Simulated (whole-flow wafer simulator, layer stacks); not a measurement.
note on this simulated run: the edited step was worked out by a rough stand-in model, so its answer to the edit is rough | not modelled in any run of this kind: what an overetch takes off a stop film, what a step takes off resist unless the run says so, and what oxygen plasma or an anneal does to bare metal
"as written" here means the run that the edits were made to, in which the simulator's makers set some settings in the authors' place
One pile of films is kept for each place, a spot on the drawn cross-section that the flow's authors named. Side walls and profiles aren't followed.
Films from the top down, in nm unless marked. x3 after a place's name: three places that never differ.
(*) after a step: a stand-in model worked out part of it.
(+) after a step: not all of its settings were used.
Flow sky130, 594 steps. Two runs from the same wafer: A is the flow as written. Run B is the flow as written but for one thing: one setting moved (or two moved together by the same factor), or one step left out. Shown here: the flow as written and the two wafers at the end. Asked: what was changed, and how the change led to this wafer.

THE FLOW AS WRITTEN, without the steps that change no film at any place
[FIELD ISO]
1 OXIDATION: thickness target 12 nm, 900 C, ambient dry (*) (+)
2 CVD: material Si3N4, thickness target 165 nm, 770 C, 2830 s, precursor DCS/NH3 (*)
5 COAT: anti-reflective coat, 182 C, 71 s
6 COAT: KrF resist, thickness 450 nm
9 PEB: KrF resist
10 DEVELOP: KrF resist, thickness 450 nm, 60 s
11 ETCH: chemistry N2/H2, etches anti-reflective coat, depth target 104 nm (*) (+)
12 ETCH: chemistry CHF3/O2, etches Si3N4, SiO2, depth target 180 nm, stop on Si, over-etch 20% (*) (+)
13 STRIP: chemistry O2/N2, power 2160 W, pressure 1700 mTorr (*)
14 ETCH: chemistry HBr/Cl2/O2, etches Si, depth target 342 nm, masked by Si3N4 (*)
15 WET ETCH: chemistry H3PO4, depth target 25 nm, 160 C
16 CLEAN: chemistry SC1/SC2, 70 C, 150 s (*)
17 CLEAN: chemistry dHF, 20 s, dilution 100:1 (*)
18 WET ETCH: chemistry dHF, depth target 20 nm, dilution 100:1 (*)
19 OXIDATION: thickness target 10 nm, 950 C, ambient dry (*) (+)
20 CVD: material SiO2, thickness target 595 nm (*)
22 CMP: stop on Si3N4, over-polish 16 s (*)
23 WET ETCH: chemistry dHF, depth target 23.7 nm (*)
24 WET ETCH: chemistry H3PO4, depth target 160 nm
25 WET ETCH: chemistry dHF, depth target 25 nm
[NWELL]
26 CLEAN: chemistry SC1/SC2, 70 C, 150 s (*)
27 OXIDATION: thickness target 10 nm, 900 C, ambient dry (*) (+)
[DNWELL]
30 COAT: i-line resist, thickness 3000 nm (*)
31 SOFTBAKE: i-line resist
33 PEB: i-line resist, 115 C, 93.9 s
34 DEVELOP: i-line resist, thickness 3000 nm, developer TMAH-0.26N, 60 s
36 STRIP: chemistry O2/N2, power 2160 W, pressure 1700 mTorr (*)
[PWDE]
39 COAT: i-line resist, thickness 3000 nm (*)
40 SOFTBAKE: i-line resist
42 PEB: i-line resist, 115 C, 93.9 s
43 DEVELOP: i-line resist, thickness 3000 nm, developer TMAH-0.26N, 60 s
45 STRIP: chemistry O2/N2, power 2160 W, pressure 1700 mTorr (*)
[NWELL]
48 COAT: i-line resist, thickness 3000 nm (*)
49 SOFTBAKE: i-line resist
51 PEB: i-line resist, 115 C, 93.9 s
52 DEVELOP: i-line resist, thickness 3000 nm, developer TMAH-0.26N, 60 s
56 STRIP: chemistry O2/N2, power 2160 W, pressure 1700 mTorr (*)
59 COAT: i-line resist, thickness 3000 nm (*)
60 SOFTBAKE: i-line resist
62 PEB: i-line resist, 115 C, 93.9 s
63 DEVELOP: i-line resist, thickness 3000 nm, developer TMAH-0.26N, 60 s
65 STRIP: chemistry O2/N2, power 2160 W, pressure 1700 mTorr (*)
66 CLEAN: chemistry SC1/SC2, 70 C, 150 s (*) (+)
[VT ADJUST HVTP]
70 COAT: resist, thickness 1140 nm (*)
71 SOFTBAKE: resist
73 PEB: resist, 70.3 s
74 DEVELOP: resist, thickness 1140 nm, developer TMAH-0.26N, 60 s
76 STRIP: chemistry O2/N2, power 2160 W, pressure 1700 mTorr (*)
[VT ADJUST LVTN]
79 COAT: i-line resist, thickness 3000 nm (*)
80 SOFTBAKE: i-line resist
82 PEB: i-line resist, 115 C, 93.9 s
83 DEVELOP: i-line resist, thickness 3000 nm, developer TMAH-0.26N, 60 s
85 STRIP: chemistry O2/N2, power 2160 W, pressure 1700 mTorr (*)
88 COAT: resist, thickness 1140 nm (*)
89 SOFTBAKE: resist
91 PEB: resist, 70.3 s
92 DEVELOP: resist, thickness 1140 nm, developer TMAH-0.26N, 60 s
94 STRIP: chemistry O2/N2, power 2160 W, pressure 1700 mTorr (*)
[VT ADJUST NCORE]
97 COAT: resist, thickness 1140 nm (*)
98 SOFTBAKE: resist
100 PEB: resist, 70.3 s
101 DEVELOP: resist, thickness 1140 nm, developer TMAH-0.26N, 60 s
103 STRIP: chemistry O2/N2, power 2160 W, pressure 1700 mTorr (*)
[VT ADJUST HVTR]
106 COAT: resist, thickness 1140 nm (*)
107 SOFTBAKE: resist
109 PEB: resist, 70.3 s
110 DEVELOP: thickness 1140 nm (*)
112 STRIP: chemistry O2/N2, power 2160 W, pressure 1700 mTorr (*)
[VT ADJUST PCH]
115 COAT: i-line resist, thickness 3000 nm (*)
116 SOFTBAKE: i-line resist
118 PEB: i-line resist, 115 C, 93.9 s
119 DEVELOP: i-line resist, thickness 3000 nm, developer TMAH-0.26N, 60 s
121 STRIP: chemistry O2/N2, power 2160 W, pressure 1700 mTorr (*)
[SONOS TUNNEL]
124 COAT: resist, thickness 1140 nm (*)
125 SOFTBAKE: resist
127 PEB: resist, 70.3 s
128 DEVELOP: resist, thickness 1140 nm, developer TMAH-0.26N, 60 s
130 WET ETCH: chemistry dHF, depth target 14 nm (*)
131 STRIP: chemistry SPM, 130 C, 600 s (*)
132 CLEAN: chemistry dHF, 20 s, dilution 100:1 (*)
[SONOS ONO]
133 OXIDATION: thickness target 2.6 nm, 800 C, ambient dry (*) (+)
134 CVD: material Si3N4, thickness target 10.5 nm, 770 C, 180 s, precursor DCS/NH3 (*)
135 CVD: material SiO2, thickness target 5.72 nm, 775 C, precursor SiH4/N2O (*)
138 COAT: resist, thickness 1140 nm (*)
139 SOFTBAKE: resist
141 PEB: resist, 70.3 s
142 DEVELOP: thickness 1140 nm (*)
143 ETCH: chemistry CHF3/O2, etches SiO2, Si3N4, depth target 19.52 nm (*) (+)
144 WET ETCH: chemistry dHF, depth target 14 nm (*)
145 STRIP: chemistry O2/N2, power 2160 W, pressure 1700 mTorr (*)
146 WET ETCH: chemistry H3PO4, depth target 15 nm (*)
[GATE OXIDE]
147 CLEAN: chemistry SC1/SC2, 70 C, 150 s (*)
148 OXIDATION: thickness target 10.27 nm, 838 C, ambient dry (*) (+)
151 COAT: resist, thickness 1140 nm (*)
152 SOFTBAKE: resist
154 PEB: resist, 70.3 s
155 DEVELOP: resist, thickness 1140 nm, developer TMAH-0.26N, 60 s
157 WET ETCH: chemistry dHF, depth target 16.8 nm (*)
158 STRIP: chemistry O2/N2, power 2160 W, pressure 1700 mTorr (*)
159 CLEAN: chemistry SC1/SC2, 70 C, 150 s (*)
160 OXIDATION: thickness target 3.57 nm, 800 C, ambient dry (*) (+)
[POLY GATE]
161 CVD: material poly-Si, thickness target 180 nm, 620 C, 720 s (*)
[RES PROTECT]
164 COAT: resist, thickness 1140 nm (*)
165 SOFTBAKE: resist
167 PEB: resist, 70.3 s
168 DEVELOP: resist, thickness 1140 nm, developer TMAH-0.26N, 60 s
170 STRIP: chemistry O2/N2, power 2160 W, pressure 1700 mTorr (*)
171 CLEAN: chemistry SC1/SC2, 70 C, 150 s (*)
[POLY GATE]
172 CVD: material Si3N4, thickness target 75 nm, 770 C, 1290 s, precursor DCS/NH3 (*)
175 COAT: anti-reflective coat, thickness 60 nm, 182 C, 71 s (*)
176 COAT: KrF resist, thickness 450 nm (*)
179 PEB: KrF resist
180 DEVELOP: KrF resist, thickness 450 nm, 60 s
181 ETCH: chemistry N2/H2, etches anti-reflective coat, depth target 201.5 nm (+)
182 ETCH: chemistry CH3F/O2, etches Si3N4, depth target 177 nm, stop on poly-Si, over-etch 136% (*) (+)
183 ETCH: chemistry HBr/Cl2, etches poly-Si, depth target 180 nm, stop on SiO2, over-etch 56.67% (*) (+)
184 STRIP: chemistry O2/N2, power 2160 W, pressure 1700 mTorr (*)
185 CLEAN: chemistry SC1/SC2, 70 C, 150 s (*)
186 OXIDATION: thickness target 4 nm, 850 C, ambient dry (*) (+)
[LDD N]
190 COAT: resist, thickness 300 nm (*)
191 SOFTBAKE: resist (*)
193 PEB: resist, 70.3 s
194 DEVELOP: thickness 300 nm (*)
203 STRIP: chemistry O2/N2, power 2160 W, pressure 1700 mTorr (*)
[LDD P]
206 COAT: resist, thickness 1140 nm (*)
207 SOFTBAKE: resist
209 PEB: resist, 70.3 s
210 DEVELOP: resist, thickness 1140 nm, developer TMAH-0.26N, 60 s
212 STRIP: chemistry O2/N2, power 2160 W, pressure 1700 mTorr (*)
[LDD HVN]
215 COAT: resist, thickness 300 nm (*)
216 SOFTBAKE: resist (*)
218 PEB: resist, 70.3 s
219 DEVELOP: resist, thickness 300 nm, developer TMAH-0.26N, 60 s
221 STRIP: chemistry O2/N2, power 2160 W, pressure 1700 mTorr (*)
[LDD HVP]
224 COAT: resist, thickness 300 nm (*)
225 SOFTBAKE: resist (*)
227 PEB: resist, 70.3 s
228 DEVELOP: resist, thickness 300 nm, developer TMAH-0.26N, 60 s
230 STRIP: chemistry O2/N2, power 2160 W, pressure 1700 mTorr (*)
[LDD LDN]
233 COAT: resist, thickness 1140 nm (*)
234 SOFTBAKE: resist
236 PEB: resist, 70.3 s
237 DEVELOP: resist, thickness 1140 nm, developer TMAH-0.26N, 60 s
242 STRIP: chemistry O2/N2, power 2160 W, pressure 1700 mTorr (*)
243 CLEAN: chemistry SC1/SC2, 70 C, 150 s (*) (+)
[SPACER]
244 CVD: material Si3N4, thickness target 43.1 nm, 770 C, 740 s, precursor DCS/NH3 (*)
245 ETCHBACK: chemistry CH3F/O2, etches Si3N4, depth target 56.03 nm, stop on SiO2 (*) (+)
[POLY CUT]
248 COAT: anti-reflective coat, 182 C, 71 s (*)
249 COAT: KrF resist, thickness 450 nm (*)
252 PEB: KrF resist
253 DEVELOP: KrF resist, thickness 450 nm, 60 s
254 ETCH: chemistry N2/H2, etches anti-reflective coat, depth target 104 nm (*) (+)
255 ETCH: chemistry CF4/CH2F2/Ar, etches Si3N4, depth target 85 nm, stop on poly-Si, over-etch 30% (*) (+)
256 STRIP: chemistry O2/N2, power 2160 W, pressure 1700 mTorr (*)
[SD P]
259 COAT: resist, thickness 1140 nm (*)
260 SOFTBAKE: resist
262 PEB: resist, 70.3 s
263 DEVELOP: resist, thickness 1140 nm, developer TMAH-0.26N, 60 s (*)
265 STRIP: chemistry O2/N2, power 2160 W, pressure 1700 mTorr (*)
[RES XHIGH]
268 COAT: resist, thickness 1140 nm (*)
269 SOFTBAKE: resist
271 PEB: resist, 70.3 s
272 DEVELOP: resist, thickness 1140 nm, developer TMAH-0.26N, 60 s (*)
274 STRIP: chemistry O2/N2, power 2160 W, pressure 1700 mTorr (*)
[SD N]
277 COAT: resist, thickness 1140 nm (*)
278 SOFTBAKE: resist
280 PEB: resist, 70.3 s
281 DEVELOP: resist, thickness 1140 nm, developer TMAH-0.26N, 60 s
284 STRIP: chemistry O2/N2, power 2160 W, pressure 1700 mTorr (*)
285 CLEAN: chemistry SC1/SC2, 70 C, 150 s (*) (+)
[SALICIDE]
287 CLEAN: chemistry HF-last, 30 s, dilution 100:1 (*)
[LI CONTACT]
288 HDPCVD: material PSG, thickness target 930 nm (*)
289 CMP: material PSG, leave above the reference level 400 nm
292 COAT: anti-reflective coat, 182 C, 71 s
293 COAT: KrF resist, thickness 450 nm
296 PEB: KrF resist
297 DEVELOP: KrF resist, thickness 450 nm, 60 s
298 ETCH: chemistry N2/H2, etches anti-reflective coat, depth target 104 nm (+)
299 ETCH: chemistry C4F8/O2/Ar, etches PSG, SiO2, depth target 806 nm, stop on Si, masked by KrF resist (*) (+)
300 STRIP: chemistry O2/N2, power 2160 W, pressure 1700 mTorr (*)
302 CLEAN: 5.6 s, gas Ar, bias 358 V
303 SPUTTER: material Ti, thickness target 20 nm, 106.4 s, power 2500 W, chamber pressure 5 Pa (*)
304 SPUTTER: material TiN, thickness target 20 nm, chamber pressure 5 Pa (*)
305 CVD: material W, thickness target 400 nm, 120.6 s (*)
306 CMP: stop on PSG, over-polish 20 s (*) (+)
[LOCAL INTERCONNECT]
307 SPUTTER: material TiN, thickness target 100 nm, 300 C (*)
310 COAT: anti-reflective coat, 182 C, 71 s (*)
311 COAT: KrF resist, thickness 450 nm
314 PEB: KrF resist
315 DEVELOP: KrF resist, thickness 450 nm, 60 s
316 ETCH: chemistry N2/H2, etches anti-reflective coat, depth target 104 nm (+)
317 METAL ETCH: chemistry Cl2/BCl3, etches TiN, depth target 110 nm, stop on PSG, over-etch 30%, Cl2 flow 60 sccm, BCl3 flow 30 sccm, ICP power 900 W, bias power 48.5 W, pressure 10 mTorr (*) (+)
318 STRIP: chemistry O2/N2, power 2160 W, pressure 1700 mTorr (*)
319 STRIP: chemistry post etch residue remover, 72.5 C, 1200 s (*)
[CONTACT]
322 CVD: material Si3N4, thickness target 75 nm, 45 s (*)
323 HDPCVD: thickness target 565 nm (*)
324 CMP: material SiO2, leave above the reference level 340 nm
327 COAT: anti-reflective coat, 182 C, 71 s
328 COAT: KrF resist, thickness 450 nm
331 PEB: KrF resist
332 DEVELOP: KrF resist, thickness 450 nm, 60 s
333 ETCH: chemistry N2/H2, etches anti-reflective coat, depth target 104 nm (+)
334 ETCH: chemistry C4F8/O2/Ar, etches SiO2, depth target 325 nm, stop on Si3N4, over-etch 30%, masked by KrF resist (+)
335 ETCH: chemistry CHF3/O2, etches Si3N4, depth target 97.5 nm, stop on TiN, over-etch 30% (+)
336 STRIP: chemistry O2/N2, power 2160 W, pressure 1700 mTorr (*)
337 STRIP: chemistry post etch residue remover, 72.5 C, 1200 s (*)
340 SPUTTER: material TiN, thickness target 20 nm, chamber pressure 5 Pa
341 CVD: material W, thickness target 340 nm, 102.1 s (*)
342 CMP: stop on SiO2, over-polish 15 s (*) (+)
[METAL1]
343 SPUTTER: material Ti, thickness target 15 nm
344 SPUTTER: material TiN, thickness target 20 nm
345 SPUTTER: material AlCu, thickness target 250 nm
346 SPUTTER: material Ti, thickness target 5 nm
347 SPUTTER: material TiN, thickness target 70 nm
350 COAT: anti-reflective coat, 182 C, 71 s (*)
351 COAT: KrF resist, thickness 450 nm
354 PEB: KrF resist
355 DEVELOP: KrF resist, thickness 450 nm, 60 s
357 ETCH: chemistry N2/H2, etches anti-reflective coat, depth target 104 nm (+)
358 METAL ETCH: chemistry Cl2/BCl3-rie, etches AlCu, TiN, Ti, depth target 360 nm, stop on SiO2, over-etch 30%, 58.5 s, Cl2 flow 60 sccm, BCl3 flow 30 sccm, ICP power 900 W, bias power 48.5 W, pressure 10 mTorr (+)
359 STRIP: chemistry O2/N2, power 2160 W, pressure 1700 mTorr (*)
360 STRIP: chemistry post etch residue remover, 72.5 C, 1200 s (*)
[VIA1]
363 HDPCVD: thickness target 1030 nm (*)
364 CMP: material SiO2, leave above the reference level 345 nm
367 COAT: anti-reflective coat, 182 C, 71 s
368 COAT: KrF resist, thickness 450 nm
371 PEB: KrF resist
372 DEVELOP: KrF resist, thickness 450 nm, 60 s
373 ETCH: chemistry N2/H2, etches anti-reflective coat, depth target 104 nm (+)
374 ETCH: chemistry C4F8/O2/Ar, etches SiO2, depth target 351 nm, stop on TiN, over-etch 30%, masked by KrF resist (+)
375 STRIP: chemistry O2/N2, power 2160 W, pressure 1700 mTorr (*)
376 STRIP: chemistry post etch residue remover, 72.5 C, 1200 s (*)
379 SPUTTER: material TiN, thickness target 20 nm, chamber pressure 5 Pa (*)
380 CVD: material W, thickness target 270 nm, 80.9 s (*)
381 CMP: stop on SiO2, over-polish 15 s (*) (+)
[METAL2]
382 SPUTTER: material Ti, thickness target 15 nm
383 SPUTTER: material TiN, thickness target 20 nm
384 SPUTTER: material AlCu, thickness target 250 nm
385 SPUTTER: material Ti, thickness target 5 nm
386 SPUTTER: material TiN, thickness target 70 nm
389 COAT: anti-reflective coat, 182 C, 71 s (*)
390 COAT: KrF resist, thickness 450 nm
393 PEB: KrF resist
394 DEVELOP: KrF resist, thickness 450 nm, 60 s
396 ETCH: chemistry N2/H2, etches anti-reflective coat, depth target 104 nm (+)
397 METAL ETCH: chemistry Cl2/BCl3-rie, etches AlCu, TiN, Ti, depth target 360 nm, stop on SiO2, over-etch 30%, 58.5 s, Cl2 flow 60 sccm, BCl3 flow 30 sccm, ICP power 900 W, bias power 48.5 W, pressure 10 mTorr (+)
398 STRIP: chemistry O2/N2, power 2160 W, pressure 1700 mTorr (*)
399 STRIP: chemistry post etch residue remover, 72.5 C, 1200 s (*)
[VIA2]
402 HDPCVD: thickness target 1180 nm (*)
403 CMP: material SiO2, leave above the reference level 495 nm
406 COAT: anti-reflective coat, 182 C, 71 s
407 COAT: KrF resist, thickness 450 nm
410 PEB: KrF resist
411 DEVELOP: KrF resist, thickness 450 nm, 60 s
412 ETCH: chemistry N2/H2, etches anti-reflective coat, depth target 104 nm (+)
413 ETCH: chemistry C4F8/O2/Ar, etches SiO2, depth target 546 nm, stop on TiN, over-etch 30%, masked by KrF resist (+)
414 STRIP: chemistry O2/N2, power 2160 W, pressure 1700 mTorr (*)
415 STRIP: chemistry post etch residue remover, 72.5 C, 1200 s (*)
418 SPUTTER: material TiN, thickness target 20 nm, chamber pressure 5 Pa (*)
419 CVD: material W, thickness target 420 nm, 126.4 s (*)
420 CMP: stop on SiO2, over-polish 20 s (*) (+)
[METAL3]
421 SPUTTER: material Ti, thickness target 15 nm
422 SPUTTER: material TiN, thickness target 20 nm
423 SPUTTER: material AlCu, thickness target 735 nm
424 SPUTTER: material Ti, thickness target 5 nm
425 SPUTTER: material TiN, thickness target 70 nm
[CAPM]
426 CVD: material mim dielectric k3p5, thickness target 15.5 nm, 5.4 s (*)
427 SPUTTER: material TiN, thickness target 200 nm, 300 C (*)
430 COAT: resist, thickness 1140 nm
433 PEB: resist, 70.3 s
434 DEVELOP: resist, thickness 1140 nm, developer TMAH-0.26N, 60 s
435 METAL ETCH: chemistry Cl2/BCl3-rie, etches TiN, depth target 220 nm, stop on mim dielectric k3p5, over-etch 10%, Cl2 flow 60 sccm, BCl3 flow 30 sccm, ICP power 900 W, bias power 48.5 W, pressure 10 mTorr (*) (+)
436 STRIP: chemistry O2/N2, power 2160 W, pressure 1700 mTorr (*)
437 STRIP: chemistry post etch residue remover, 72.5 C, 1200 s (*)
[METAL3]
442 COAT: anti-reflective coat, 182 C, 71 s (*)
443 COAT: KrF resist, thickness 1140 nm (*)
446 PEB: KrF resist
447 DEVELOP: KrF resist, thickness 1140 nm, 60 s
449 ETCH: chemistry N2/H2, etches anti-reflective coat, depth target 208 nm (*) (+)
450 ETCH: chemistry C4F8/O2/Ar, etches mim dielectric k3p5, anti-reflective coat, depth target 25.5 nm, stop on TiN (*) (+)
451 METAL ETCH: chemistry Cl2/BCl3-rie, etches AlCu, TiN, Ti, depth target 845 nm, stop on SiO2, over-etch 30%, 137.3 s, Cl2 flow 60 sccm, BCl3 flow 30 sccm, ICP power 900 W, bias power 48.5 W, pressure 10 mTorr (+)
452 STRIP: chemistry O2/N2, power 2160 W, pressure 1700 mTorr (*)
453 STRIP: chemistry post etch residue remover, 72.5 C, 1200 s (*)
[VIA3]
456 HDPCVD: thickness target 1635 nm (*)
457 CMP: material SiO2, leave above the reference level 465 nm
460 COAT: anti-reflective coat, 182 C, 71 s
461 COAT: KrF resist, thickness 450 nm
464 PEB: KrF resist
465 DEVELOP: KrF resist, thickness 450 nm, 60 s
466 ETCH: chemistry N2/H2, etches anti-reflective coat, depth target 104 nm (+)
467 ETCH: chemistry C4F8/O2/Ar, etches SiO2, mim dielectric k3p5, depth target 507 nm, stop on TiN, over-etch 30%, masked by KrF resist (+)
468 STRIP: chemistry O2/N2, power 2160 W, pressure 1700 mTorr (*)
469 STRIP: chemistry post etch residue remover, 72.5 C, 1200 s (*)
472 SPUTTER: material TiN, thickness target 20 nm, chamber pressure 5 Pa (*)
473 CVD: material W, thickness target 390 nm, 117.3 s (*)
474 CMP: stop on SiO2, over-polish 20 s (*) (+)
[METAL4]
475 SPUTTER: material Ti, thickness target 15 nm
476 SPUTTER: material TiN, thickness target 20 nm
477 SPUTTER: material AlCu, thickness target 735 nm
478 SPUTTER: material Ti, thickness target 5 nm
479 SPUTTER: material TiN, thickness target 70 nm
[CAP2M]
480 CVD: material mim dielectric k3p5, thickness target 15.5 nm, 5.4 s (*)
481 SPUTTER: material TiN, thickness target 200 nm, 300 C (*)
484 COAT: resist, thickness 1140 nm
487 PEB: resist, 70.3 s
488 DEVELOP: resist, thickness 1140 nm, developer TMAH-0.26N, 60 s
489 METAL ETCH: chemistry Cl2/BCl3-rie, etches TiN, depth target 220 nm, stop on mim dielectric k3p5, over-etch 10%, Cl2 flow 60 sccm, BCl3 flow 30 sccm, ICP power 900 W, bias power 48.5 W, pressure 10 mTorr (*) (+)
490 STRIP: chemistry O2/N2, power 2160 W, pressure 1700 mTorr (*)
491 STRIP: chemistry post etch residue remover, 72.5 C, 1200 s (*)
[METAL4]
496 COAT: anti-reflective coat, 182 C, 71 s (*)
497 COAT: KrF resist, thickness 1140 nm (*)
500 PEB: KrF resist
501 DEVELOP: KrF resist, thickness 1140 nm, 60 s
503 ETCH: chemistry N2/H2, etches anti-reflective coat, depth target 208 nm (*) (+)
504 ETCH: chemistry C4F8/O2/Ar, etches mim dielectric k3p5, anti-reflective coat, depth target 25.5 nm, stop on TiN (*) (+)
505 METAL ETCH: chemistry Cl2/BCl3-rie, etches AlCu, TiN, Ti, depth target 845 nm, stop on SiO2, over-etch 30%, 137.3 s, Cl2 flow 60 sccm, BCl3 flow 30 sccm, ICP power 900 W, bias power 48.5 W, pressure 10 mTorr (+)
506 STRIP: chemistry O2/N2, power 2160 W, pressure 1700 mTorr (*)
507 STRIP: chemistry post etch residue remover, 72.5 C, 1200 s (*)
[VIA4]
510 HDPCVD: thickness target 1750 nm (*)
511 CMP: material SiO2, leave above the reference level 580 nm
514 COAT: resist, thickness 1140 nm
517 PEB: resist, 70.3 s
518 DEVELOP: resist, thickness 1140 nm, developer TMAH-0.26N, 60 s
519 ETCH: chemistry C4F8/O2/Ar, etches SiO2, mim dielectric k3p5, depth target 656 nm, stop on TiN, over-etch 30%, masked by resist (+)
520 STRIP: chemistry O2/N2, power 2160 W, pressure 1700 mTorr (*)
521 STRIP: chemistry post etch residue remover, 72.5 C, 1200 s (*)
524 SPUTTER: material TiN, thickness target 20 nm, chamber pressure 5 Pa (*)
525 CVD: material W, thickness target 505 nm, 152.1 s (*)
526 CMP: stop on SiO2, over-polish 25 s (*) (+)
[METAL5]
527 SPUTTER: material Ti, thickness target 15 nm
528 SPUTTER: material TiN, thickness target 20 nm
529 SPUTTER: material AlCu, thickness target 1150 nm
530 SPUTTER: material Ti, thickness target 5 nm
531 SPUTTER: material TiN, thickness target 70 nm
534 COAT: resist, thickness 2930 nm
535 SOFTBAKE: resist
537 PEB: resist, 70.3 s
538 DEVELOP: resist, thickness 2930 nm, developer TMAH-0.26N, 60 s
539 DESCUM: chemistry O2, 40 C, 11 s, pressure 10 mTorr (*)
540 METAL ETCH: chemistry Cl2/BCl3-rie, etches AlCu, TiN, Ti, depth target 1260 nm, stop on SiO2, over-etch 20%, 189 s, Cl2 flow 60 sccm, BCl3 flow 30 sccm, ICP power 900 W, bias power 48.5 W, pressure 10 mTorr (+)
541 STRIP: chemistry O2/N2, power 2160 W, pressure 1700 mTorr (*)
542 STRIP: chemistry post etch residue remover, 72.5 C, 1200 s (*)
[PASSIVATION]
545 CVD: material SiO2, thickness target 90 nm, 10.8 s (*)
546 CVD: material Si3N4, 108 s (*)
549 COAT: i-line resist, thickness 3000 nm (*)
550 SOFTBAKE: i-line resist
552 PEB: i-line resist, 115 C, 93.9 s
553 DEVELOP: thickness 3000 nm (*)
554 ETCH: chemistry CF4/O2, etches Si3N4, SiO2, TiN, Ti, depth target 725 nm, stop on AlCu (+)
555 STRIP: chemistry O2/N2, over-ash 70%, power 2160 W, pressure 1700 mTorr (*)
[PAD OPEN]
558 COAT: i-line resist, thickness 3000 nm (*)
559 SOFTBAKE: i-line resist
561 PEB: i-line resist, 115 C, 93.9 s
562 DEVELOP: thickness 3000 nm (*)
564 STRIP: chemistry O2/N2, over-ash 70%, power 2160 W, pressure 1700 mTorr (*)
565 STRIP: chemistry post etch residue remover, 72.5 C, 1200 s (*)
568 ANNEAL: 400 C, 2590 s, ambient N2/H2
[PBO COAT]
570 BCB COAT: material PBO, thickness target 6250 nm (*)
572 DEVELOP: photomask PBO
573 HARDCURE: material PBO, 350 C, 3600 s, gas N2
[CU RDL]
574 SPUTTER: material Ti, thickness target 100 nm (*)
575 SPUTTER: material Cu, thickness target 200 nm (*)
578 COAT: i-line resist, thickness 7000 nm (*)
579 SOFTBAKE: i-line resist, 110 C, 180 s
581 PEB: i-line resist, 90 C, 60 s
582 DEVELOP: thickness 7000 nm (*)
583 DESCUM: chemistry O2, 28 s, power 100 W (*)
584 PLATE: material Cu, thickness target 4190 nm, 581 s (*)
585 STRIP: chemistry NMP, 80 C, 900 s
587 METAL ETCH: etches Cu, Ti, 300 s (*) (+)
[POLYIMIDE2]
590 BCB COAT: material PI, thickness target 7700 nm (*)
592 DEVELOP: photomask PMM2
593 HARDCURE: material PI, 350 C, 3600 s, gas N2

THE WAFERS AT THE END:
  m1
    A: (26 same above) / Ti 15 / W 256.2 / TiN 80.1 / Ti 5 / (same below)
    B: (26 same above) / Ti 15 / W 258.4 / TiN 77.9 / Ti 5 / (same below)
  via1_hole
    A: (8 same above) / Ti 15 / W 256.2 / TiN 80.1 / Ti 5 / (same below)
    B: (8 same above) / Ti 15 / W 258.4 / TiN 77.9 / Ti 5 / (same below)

The cause: step 379, SPUTTER: thickness target 16 nm was run, where the flow has thickness target 20 nm.

How the change led to this, step by step:
  379 SPUTTER: material TiN, thickness target 20 nm, chamber pressure 5 Pa (*)
      field, active, n_well and 186 more: A TiN +20 (new film) | B TiN +16 (new film)
      m1: A TiN +11 | B TiN +8.79
      (and at 1 more place)
  381 CMP: stop on SiO2, over-polish 15 s (*) (+)
      field, active, n_well and 186 more: A W -270 (all of it), TiN -20 (all of it), SiO2 -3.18 | B W -270 (all of it), TiN -16 (all of it), SiO2 -3.18
